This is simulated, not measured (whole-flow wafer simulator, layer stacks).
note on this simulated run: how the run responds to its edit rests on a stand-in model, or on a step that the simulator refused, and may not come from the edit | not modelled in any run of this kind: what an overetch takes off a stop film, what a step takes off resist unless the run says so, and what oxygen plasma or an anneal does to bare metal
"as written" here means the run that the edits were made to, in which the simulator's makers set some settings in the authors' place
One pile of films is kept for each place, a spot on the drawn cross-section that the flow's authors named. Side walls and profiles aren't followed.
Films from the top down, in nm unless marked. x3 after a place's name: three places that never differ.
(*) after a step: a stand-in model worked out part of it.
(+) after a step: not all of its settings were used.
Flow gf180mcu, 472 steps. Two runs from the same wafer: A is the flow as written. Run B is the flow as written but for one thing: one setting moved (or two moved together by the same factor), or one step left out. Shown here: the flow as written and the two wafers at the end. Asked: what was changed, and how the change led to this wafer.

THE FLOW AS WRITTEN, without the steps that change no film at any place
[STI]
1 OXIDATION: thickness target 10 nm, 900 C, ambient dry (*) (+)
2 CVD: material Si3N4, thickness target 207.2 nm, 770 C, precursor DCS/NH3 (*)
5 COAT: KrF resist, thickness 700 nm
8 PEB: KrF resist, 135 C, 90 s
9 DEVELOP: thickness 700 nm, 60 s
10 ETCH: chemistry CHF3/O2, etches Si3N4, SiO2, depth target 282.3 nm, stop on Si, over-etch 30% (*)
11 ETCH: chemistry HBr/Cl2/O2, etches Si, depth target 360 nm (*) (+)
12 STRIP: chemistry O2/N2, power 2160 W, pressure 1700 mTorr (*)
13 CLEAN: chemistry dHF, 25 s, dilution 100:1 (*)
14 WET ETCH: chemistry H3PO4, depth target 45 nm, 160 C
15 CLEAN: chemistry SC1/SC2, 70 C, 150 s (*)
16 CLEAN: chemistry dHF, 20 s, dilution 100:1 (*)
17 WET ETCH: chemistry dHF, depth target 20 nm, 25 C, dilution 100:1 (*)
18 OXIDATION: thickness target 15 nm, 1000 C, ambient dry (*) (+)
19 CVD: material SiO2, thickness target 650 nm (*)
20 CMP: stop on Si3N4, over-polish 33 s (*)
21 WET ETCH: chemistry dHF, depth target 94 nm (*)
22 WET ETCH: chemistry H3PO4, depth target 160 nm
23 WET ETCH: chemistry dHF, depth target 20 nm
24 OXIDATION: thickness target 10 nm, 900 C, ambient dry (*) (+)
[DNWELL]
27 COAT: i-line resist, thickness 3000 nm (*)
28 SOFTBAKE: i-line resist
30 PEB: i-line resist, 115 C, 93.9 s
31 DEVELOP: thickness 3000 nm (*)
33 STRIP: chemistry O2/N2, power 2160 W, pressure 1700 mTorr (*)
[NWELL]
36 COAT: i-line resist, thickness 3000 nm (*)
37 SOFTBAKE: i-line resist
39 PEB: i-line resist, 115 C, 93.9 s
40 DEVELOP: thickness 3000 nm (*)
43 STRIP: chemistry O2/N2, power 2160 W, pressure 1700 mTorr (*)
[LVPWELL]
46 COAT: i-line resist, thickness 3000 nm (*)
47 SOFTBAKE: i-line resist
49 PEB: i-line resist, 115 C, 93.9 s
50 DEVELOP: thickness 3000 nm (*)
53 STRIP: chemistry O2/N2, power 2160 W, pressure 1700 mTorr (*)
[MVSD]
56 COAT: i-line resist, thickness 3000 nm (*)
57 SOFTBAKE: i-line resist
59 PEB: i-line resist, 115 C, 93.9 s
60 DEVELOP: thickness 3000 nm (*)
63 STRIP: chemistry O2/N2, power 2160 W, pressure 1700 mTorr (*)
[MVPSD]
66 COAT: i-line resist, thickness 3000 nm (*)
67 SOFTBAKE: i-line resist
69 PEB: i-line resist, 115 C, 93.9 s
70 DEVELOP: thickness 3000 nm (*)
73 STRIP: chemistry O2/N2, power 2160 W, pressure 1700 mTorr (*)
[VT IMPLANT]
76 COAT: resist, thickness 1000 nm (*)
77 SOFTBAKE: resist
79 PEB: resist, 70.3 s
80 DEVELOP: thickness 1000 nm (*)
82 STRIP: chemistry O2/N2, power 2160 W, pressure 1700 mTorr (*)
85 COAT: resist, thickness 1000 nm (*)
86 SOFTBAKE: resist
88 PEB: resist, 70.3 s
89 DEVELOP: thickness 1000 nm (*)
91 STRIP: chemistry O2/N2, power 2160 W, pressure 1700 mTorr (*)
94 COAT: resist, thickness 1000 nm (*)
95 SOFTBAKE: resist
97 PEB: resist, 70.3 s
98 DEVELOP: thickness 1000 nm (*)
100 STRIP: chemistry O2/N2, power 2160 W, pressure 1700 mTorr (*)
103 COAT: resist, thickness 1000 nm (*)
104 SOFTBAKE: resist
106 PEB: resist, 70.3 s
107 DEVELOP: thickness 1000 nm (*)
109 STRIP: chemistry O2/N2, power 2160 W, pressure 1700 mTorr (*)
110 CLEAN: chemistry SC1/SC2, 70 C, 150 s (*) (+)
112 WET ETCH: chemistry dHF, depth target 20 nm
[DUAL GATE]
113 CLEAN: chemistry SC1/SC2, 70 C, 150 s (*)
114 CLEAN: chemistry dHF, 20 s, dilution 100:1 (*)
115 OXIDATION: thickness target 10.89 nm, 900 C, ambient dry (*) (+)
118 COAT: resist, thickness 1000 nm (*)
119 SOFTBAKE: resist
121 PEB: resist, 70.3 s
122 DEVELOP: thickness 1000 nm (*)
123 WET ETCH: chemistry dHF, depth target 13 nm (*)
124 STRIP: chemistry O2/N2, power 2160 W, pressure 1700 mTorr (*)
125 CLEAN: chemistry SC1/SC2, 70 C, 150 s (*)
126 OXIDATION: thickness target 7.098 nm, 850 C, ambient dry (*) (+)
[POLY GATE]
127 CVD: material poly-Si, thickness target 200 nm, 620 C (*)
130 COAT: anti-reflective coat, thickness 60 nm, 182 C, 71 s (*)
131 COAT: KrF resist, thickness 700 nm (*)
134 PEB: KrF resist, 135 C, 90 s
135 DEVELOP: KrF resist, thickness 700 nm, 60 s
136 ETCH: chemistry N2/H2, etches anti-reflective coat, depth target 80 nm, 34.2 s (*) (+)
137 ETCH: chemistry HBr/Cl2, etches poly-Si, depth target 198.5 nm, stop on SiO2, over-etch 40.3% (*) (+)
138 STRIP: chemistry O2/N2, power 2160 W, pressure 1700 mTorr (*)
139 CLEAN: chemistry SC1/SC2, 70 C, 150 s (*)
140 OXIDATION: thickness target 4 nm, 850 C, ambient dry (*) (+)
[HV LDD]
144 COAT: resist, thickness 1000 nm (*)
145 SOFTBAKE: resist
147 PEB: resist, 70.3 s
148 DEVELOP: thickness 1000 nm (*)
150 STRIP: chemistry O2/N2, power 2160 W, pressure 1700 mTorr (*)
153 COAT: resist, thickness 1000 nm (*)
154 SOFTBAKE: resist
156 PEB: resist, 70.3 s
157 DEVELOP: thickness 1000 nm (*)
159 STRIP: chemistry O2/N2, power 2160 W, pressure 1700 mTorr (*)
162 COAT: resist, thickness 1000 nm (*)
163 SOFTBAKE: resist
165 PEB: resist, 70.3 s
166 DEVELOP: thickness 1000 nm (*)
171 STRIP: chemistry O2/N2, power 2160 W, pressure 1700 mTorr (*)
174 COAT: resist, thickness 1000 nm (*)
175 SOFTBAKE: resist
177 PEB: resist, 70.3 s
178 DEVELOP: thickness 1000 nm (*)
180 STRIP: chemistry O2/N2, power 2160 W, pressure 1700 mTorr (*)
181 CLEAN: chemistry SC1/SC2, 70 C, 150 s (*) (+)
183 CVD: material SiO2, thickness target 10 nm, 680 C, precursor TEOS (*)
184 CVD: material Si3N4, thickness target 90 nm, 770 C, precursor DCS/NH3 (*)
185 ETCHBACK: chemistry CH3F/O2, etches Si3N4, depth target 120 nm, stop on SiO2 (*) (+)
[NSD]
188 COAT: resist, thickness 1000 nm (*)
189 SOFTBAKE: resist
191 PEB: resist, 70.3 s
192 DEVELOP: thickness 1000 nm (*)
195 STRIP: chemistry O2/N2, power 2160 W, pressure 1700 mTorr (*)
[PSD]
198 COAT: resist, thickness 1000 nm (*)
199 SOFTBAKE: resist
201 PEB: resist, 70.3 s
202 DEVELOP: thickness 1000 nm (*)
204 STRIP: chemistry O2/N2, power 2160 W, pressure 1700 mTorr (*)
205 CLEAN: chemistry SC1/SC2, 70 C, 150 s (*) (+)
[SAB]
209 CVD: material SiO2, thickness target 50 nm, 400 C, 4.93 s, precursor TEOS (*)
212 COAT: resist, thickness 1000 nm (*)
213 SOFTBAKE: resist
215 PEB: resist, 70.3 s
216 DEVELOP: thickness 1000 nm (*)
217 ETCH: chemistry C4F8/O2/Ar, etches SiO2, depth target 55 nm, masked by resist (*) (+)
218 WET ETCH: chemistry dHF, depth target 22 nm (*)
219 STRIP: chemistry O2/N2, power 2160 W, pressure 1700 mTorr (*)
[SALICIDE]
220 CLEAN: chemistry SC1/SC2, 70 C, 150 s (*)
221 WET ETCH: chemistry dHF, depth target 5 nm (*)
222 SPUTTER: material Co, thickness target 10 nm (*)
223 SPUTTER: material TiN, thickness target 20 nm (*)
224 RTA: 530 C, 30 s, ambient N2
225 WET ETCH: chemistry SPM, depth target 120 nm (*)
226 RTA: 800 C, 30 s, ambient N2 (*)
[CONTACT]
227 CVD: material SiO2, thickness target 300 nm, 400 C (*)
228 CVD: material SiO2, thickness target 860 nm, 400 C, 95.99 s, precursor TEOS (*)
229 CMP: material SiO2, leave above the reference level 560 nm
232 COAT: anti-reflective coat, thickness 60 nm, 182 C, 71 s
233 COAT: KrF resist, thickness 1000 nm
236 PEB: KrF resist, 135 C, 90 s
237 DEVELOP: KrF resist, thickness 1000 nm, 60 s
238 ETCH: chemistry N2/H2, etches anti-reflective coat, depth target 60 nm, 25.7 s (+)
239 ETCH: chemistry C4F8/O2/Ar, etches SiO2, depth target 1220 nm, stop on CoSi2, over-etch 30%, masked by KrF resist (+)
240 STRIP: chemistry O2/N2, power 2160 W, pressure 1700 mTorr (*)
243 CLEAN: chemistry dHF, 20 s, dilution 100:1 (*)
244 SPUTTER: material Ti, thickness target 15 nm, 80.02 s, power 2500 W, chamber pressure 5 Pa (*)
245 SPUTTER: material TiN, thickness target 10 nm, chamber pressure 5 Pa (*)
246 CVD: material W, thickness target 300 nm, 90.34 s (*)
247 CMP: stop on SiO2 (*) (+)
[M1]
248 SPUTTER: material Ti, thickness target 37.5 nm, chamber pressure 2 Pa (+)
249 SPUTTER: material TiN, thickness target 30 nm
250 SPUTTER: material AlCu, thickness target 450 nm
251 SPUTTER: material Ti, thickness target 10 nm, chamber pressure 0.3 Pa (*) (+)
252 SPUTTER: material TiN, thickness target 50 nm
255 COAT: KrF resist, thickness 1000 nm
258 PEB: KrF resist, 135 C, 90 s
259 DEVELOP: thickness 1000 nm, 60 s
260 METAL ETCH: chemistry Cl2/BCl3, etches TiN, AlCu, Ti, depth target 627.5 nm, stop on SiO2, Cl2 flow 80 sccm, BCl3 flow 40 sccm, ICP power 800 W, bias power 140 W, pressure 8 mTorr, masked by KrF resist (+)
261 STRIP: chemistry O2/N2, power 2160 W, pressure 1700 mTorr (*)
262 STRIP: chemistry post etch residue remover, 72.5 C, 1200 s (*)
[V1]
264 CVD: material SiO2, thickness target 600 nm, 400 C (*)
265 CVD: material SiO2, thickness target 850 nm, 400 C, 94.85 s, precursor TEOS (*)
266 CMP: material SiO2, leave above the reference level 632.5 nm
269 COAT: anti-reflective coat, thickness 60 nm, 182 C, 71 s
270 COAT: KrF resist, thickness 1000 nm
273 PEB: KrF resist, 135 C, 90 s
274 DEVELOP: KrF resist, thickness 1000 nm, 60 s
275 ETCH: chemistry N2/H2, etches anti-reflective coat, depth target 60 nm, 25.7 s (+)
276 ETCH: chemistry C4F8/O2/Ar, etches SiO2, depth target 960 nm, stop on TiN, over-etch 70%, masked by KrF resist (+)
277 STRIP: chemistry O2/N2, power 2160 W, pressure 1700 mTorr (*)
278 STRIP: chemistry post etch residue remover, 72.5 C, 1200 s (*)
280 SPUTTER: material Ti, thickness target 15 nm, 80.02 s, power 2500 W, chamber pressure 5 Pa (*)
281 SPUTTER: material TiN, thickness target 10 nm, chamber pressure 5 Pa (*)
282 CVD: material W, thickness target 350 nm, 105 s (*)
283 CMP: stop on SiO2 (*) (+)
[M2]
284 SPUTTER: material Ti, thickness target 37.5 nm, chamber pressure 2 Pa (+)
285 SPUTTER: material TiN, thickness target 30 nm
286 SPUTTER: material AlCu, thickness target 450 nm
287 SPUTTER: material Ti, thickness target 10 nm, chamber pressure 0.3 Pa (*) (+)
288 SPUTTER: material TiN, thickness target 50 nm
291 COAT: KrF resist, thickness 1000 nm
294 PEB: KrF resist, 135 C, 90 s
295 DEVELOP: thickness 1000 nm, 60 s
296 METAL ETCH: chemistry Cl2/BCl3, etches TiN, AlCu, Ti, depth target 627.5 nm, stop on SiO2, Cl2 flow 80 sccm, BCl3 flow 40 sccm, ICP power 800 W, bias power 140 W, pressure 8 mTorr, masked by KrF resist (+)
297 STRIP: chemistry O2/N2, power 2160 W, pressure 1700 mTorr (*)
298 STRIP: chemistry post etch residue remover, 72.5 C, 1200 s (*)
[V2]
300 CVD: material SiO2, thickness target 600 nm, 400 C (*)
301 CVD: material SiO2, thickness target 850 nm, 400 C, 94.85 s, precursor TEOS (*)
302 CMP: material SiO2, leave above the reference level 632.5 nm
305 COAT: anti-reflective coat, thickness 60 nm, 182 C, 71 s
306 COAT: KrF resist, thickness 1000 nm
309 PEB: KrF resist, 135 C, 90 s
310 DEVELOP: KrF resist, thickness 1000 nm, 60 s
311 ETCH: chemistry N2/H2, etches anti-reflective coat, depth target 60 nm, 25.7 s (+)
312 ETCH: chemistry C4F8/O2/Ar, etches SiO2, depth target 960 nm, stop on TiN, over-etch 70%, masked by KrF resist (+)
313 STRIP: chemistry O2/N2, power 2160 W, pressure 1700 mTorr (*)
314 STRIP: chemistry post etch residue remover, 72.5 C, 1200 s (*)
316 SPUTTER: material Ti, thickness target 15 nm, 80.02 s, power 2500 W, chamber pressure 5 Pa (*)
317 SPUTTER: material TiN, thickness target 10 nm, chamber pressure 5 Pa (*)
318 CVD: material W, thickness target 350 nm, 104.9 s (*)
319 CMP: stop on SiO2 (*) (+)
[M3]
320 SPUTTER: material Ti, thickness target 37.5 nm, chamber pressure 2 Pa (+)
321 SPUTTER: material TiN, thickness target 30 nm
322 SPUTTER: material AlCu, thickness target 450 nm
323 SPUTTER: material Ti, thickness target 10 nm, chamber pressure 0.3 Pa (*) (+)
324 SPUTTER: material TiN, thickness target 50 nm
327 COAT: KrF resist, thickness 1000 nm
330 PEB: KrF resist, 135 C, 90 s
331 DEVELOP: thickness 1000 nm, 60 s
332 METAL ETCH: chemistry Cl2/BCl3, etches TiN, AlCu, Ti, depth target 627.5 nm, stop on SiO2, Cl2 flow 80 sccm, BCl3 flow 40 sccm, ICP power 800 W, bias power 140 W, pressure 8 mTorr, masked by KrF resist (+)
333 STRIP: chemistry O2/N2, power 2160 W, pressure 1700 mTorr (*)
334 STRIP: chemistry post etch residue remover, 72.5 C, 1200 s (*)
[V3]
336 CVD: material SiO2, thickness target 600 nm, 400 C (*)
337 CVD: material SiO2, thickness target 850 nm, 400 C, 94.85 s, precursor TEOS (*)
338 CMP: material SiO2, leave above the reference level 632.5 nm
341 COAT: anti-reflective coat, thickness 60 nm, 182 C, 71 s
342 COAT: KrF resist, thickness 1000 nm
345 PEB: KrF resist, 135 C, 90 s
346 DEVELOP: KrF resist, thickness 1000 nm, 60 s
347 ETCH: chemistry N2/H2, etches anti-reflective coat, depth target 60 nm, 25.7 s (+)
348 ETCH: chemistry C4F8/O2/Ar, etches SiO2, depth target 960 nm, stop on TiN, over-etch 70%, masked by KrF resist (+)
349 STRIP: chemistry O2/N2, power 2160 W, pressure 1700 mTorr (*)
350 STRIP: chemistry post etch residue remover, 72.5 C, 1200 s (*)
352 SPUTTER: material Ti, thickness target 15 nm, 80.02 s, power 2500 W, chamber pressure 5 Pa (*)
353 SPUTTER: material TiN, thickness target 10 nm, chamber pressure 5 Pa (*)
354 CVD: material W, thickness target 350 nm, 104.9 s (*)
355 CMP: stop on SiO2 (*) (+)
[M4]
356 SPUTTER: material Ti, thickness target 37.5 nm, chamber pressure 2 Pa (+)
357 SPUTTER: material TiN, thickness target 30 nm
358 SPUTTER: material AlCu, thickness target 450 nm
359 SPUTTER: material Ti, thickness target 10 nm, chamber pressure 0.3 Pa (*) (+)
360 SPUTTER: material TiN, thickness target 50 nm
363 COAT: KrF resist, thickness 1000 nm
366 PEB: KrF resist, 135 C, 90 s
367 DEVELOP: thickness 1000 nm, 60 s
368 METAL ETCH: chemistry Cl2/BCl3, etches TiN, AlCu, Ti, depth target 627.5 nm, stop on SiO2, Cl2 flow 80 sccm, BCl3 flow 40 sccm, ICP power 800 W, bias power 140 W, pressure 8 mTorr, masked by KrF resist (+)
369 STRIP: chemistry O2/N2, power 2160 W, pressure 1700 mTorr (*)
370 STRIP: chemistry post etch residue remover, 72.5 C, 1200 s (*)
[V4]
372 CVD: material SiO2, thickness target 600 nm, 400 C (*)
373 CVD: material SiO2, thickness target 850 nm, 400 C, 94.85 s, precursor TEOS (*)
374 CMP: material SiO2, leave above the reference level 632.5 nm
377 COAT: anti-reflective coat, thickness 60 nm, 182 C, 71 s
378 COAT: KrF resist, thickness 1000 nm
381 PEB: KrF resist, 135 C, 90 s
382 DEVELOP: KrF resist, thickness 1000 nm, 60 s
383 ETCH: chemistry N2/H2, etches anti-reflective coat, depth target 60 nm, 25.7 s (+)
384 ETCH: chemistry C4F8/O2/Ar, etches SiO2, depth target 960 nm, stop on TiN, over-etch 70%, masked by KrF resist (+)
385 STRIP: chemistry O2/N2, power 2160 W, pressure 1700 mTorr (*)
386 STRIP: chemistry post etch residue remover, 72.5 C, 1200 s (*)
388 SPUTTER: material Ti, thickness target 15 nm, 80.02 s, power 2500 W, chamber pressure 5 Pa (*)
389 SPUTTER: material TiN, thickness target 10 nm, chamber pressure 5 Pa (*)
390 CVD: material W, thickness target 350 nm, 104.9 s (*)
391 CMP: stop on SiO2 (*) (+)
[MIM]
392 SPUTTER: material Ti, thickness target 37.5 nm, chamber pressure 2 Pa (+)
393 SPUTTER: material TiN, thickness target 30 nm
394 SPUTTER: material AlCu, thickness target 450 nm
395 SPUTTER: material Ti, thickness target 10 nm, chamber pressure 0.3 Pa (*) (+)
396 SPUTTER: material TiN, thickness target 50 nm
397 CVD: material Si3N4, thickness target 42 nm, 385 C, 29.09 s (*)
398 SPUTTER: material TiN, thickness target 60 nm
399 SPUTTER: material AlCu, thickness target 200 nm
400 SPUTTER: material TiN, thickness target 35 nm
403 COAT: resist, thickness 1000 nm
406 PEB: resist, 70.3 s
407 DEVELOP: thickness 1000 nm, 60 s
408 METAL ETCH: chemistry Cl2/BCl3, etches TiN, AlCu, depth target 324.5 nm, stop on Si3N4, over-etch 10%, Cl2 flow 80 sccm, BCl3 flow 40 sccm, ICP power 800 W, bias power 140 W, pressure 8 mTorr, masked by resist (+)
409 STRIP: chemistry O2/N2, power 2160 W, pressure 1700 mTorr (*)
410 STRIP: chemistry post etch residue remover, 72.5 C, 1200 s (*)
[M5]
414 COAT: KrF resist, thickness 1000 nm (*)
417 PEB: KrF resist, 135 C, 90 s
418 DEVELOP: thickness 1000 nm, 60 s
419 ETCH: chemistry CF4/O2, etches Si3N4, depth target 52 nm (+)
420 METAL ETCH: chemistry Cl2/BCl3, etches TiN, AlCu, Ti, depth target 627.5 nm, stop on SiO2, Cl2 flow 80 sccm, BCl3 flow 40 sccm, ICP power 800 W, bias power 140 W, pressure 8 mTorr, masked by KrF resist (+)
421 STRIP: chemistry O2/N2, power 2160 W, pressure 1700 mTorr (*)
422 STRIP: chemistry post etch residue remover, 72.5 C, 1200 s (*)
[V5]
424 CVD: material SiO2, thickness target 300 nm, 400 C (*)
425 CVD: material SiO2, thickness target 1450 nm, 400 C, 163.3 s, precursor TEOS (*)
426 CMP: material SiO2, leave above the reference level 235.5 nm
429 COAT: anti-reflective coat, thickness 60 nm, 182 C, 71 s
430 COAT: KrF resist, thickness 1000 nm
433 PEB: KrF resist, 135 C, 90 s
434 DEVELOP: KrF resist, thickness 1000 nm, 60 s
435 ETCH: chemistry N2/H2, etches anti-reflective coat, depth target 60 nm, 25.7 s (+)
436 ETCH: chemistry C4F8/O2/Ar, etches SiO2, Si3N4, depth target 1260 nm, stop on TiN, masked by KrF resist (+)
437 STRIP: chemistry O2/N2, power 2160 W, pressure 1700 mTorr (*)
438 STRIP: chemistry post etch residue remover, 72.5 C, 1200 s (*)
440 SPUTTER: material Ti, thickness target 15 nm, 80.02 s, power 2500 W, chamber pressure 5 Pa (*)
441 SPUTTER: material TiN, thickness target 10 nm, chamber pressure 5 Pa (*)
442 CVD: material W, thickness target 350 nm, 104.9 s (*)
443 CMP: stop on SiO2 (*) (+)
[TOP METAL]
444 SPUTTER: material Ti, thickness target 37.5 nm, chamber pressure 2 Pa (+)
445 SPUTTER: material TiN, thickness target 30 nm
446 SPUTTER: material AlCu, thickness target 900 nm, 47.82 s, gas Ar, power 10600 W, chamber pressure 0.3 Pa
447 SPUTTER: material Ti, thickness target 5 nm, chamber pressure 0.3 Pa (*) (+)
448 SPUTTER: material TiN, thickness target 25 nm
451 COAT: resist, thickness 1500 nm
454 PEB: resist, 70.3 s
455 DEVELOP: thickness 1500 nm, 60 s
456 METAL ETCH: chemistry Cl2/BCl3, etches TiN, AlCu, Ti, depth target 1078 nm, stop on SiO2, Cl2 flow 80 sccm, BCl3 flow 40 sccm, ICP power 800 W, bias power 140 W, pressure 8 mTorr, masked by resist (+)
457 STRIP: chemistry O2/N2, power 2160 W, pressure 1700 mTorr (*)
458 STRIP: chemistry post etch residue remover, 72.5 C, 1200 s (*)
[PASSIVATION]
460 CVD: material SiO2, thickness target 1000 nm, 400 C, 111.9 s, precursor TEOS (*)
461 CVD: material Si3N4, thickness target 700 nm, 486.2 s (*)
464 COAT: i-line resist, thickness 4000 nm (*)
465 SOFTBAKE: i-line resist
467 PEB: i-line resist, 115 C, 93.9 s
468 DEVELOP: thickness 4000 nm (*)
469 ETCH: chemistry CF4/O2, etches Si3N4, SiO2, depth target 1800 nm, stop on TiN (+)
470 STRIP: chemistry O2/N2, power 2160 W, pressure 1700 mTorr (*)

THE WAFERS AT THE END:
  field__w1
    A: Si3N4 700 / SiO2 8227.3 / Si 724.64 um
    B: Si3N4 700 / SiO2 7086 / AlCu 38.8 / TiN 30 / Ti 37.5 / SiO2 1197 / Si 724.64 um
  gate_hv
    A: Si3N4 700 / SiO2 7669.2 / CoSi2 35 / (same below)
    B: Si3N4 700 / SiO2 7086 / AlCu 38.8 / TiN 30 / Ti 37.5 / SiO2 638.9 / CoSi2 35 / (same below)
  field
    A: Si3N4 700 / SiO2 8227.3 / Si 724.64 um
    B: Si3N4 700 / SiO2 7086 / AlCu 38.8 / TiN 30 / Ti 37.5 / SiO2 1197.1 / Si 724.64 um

The cause: step 250, SPUTTER: thickness target 612 nm was run, where the flow has thickness target 450 nm.

How the change led to this, step by step:
  250 SPUTTER: material AlCu, thickness target 450 nm
      field, field__w1, field__w2 and 108 more: A AlCu +450 (new film) | B AlCu +612 (new film)
  260 METAL ETCH: chemistry Cl2/BCl3, etches TiN, AlCu, Ti, depth target 627.5 nm, stop on SiO2, Cl2 flow 80 sccm, BCl3 flow 40 sccm, ICP power 800 W, bias power 140 W, pressure 8 mTorr, masked by KrF resist (+)
      field, field__w1, field__w2 and 99 more: A TiN -50 (all of it), Ti -10 (all of it), AlCu -450 (all of it), TiN -30 (all of it), Ti -37.5 (all of it) | B TiN -50 (all of it), Ti -10 (all of it), AlCu -567.5
  262 STRIP: chemistry post etch residue remover, 72.5 C, 1200 s (*)
      field, field__w1, field__w2 and 99 more: A nothing | B AlCu -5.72
  264 CVD: material SiO2, thickness target 600 nm, 400 C (*)
      field, field__w1, field__w2 and 99 more: A SiO2 +600 | B SiO2 +600 (new film)
  266 CMP: material SiO2, leave above the reference level 632.5 nm
      field, field__w1, field__w2 and 99 more: A SiO2 -300 | B SiO2 -244.3
Counting metal films that touch as one body, field__w1 has 1 body; the flow as written gives 0 bodies.
Counting metal films that touch as one body, gate_hv has 2 bodies (between them, from the top down: SiO2 638.9); the flow as written gives 1 body.
Counting metal films that touch as one body, field has 1 body; the flow as written gives 0 bodies.
